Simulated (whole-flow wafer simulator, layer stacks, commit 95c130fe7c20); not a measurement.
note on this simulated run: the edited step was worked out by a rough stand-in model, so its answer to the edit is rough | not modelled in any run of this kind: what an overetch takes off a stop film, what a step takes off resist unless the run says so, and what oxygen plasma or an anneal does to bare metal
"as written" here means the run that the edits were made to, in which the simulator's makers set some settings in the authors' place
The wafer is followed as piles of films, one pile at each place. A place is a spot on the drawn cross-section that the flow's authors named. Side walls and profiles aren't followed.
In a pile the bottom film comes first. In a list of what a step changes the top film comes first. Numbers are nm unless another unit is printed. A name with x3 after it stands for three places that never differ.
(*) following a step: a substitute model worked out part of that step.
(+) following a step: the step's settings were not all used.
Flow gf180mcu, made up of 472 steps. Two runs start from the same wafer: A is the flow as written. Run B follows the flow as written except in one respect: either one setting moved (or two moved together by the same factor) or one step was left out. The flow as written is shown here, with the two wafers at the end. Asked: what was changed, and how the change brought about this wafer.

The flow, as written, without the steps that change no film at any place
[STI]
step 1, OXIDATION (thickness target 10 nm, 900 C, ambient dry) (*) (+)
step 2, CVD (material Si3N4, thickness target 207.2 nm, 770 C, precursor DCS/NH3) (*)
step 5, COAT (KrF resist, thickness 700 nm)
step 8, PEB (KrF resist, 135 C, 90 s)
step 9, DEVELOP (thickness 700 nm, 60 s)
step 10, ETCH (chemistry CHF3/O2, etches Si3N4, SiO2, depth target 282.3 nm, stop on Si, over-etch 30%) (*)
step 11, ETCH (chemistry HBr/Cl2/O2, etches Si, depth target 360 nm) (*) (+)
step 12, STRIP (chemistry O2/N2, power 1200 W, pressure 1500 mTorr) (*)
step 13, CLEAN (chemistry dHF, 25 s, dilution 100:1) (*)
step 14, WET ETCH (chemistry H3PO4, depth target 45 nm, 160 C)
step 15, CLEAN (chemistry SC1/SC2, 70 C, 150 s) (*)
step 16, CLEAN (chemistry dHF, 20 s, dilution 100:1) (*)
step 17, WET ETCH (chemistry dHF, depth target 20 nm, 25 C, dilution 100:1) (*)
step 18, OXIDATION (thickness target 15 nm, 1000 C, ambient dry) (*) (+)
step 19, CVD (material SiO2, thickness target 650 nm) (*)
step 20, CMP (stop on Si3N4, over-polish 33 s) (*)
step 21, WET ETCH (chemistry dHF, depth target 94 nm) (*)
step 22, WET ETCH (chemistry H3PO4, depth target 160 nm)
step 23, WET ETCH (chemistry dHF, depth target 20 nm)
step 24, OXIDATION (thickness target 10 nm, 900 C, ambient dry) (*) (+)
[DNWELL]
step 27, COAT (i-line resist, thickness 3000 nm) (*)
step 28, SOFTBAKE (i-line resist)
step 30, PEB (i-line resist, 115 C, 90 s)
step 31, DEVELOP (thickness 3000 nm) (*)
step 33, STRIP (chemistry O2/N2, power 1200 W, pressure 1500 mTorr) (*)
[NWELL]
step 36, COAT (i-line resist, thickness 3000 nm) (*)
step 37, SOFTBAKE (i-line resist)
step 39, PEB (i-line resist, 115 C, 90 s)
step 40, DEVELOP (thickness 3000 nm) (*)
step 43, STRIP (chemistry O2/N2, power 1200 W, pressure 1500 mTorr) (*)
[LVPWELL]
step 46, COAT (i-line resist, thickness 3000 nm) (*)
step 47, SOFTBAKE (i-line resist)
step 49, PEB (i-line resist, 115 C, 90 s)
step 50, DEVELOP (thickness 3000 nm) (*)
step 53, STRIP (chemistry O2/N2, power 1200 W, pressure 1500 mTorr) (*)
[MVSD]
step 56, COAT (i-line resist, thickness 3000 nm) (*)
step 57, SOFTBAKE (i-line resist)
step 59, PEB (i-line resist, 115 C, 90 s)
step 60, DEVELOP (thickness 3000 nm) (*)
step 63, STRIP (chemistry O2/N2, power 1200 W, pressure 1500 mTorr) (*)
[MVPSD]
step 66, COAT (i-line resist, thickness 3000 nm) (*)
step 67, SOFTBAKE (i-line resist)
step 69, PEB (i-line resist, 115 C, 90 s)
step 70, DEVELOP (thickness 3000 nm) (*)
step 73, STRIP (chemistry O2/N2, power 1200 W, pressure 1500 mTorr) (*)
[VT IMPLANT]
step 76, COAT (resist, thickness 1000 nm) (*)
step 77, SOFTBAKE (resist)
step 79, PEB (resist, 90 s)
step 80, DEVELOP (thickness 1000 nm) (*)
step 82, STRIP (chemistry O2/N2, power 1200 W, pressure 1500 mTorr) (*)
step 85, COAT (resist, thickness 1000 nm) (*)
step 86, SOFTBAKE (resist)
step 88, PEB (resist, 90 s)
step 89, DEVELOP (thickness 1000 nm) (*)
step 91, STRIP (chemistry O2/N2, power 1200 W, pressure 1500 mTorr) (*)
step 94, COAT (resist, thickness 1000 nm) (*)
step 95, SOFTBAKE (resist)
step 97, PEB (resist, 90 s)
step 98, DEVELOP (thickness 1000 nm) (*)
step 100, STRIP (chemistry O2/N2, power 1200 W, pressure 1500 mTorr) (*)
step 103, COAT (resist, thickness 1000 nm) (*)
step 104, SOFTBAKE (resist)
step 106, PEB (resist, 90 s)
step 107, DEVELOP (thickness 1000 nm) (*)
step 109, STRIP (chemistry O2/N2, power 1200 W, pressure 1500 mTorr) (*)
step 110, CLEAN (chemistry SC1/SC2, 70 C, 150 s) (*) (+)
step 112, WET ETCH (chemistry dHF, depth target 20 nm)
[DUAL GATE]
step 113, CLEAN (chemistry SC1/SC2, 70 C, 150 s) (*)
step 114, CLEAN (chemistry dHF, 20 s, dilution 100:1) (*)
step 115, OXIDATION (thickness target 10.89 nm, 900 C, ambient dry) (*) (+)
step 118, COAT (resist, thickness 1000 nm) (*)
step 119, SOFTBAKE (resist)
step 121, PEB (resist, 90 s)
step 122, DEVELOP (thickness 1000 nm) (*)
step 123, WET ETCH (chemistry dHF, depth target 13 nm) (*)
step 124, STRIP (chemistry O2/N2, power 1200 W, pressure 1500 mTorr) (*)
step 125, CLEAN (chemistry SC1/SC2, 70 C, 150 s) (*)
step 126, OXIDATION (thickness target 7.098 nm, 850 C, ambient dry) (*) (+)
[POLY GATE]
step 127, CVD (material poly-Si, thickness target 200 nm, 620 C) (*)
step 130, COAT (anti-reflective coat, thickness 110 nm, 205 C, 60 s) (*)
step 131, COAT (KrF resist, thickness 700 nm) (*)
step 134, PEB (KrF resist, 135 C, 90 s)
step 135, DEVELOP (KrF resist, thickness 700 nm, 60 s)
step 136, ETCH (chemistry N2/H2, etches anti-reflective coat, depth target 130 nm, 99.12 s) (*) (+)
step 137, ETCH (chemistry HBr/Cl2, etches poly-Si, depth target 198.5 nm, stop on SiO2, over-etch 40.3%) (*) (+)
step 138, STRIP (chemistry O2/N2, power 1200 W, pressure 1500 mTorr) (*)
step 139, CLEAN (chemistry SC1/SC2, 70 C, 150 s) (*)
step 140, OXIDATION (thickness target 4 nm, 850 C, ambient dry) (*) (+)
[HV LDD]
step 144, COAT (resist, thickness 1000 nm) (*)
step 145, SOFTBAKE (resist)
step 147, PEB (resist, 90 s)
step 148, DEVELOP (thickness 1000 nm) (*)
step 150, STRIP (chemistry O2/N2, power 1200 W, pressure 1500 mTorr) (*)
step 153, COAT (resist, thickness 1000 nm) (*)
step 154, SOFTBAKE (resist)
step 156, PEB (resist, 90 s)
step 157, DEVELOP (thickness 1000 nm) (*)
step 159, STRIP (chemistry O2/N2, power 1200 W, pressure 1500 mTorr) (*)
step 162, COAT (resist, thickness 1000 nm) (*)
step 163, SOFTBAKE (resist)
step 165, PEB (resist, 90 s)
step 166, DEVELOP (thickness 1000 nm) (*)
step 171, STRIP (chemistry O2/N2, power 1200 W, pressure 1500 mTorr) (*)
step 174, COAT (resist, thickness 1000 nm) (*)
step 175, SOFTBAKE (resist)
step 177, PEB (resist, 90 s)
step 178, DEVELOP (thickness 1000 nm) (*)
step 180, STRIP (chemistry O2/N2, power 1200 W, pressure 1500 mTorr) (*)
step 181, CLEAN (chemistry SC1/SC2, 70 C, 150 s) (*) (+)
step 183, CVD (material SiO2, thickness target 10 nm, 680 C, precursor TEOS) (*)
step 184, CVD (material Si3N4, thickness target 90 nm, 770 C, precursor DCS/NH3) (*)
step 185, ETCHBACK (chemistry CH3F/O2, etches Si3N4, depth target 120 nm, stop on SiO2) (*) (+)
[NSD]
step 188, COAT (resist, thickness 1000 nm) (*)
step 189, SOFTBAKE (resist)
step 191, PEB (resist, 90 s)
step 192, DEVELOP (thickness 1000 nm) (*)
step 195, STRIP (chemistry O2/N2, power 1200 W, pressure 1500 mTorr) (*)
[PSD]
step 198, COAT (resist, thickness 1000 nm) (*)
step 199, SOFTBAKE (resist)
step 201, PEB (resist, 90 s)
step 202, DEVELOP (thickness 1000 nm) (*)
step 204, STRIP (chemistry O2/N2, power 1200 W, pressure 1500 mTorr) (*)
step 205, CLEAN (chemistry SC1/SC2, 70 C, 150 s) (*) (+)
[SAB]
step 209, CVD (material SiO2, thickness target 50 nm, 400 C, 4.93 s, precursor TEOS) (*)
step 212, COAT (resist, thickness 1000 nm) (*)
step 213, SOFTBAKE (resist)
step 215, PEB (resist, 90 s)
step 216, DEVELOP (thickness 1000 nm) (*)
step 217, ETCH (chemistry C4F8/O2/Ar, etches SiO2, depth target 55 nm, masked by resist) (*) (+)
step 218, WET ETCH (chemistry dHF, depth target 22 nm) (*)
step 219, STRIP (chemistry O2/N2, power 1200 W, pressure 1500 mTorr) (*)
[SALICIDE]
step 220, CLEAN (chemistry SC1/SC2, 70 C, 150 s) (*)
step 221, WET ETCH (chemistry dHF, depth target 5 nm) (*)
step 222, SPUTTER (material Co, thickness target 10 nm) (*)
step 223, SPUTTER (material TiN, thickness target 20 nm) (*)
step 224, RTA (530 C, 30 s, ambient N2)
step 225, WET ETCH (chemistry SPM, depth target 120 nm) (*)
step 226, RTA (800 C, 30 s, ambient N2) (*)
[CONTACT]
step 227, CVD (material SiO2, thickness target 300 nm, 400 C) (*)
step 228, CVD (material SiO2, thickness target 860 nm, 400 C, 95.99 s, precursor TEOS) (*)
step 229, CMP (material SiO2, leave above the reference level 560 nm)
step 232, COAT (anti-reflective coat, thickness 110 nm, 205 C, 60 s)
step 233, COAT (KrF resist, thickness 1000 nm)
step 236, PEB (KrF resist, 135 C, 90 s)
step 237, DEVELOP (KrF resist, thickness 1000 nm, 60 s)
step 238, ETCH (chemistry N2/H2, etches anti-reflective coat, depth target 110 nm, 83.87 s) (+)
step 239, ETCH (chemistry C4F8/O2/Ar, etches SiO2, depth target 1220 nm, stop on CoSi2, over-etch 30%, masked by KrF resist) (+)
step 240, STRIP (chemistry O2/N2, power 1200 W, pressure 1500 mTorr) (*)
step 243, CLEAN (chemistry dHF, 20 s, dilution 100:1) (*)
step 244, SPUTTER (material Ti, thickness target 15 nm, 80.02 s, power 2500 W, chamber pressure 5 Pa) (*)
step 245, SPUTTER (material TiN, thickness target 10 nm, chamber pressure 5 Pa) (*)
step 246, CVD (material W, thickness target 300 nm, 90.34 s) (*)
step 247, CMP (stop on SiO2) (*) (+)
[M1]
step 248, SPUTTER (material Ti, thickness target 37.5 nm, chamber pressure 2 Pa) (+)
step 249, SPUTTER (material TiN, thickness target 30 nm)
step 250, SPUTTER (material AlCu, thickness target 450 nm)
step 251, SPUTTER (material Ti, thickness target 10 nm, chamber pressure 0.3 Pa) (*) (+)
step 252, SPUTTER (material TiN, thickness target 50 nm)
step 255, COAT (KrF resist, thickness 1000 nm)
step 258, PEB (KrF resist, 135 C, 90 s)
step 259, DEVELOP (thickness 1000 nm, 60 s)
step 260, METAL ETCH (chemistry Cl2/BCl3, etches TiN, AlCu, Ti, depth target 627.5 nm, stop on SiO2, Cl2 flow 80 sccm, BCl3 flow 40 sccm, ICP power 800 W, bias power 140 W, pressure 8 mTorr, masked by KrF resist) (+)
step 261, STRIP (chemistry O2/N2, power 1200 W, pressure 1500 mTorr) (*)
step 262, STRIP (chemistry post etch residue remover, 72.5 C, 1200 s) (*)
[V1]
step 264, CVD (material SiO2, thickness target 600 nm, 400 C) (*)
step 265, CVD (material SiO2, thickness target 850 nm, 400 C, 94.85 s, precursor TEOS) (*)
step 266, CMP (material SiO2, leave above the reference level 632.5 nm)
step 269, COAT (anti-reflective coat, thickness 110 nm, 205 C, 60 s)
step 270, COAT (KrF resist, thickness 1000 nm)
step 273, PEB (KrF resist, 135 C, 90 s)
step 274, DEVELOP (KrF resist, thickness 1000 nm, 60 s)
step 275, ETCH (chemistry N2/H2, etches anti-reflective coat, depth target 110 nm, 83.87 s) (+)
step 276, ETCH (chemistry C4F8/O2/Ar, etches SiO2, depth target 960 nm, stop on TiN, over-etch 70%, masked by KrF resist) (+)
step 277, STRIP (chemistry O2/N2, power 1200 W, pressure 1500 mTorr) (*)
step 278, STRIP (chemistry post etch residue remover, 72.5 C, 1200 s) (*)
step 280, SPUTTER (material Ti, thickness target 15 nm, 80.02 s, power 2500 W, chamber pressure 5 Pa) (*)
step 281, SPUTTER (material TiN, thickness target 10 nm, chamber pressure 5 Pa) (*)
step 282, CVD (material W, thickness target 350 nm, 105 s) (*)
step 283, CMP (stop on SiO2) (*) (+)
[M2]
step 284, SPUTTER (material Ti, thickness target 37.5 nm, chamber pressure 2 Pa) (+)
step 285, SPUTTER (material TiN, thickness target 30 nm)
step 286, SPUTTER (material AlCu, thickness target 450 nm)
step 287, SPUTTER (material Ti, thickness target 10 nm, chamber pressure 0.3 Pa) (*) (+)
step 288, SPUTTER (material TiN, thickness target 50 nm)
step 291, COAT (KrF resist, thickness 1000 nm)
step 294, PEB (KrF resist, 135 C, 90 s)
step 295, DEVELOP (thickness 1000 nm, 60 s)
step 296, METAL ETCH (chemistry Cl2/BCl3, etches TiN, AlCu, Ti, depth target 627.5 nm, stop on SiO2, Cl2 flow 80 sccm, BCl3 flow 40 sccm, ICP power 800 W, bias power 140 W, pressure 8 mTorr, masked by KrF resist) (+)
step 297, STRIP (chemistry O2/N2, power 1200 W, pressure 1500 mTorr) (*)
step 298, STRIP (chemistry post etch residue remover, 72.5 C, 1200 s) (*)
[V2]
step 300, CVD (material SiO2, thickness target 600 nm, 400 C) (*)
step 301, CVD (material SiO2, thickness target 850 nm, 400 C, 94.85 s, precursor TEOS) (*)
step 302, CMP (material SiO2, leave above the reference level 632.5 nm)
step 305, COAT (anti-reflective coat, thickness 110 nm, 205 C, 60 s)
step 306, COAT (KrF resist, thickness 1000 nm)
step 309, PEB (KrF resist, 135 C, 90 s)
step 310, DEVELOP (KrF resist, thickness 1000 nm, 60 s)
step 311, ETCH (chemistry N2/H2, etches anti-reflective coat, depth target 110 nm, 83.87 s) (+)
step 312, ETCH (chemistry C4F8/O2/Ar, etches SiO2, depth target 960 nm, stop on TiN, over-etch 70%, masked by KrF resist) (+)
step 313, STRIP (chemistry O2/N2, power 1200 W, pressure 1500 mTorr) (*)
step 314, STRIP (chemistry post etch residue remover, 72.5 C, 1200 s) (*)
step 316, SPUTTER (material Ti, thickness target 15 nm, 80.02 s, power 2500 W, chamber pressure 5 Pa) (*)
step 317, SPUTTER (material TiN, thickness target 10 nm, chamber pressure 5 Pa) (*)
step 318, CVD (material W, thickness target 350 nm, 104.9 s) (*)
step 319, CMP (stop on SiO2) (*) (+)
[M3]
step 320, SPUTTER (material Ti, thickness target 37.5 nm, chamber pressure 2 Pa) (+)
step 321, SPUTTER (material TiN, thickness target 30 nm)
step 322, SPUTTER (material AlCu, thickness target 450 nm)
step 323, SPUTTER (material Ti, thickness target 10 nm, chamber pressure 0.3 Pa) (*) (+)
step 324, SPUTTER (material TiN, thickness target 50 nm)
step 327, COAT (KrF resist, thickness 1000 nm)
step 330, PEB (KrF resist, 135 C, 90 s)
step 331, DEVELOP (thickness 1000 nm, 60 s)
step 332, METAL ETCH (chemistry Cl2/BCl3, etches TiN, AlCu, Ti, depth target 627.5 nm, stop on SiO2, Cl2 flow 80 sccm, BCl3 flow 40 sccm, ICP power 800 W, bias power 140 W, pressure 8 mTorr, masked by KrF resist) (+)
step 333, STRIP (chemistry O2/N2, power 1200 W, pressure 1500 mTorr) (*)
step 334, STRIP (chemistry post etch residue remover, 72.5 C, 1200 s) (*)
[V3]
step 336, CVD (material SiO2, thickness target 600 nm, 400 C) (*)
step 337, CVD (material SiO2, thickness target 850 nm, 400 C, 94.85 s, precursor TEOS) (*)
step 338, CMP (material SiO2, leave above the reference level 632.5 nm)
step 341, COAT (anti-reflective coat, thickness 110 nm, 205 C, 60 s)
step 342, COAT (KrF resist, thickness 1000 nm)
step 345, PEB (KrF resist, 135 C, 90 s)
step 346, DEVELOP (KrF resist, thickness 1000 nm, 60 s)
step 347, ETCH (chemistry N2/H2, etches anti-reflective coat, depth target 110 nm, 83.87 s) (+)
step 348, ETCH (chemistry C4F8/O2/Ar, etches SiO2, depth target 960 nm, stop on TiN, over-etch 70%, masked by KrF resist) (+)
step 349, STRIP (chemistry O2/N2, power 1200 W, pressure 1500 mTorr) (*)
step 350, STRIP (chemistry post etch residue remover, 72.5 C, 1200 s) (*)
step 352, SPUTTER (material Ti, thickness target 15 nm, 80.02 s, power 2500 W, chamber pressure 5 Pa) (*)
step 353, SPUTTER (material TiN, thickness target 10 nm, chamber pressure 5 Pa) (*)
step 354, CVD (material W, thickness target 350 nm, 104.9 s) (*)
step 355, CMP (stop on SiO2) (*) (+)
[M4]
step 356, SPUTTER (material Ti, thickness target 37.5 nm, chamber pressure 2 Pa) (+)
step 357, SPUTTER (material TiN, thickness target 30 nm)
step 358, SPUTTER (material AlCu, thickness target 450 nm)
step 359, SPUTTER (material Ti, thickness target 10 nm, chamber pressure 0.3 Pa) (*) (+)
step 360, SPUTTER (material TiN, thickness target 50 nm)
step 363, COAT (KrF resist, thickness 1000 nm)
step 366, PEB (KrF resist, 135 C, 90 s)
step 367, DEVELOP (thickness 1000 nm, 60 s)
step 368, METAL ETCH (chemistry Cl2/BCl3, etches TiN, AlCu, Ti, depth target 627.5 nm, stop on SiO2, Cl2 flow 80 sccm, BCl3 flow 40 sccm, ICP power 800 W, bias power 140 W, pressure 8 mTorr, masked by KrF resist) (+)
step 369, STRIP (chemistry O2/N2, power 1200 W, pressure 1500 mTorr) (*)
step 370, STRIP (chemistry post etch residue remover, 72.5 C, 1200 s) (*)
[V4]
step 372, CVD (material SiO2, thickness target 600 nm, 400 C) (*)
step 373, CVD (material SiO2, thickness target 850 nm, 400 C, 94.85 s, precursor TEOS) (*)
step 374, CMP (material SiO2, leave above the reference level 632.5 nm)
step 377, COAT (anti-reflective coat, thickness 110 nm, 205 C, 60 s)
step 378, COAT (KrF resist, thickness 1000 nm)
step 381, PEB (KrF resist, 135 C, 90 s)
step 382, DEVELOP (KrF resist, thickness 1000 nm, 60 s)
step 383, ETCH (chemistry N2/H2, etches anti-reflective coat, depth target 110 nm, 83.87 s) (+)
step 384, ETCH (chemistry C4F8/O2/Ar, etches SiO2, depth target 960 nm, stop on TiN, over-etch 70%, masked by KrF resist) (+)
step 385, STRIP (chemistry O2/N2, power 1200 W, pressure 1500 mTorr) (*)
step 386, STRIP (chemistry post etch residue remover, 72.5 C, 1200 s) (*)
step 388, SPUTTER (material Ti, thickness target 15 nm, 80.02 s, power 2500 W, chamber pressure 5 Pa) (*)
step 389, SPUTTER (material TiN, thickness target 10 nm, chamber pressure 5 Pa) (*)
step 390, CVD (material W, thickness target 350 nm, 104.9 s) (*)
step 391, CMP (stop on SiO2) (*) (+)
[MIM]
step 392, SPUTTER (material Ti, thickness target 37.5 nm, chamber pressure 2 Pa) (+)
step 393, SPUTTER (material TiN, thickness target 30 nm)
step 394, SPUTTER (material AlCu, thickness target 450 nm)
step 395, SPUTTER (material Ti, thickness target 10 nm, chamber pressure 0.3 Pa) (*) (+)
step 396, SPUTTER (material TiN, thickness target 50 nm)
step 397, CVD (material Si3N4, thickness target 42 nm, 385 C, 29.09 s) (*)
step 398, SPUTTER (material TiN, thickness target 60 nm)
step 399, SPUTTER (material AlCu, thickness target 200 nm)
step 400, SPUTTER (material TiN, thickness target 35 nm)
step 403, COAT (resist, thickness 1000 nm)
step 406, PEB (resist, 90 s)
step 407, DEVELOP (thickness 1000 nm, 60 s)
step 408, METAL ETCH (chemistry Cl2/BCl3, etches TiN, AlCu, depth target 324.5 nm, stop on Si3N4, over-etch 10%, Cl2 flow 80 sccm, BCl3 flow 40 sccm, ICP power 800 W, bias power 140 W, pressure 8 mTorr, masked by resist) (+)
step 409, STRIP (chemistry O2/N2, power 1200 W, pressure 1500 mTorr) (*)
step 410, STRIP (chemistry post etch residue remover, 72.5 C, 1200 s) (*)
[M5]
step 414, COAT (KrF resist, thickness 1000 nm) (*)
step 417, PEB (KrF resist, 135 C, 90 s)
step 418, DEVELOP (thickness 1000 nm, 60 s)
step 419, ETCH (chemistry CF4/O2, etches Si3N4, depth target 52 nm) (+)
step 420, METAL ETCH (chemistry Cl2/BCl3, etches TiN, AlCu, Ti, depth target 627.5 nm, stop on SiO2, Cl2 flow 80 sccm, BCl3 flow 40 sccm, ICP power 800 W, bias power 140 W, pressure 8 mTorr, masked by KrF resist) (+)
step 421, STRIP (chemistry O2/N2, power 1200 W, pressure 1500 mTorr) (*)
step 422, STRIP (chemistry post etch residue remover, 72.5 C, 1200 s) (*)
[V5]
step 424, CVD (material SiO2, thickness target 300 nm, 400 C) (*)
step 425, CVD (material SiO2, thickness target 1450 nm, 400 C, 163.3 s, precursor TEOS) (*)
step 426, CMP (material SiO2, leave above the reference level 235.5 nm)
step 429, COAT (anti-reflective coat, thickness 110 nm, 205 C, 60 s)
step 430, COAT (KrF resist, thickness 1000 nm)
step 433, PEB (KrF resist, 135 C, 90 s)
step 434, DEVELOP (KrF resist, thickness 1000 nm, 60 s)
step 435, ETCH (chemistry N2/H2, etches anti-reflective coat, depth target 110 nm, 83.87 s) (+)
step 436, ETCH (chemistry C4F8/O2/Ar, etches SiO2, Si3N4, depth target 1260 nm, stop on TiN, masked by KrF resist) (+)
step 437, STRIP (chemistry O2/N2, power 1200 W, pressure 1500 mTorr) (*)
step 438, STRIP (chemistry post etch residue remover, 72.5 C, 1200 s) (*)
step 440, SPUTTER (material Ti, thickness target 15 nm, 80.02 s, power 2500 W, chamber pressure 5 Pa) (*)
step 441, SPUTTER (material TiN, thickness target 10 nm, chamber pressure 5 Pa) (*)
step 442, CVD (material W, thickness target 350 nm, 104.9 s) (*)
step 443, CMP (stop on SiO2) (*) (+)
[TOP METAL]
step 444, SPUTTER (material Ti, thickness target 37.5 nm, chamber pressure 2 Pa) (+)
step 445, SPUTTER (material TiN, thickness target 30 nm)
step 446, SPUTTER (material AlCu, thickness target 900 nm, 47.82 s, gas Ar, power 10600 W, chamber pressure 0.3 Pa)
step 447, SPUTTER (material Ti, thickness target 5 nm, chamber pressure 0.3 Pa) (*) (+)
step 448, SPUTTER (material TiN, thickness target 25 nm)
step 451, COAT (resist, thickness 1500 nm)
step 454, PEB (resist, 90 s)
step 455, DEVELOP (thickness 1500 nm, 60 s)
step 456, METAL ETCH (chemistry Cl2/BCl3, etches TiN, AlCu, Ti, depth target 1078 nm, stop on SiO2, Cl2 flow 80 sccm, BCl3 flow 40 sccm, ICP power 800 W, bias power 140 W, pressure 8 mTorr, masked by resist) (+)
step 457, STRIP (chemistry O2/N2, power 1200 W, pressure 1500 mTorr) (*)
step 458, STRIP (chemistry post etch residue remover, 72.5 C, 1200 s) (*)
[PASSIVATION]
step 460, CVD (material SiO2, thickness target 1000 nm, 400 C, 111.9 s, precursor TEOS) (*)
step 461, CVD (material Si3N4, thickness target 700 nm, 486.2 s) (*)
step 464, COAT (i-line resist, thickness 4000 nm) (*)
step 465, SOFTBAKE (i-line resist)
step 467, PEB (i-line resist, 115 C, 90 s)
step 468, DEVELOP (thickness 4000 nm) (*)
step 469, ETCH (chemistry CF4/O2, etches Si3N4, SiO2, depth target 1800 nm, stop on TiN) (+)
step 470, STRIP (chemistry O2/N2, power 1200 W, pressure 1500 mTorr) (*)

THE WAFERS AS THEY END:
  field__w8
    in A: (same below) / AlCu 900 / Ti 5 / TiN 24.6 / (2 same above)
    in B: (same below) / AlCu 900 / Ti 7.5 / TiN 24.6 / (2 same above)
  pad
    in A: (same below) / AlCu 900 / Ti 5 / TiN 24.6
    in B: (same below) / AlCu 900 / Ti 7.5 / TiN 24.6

The reason: step 447, SPUTTER: thickness target 7.5 nm was run, while the flow as written has thickness target 5 nm.
The wafer itself shows it: field__w8 has Ti 7.5, and step 447 as written asks for 5 nm.

Step by step, how the change led to this:
  step 447, SPUTTER (material Ti, thickness target 5 nm, chamber pressure 0.3 Pa) (*) (+)
      field, field__w1, field__w2 and 109 more: A +5 Ti (new film) | B +7.5 Ti (new film)
  step 456, METAL ETCH (chemistry Cl2/BCl3, etches TiN, AlCu, Ti, depth target 1078 nm, stop on SiO2, Cl2 flow 80 sccm, BCl3 flow 40 sccm, ICP power 800 W, bias power 140 W, pressure 8 mTorr, masked by resist) (+)
      field, field__w1, field__w2 and 103 more: A -25 TiN (all of it), -5 Ti (all of it), -900 AlCu (all of it), -30 TiN (all of it), -37.5 Ti (all of it) | B -25 TiN (all of it), -7.5 Ti (all of it), -900 AlCu (all of it), -30 TiN (all of it), -37.5 Ti (all of it)
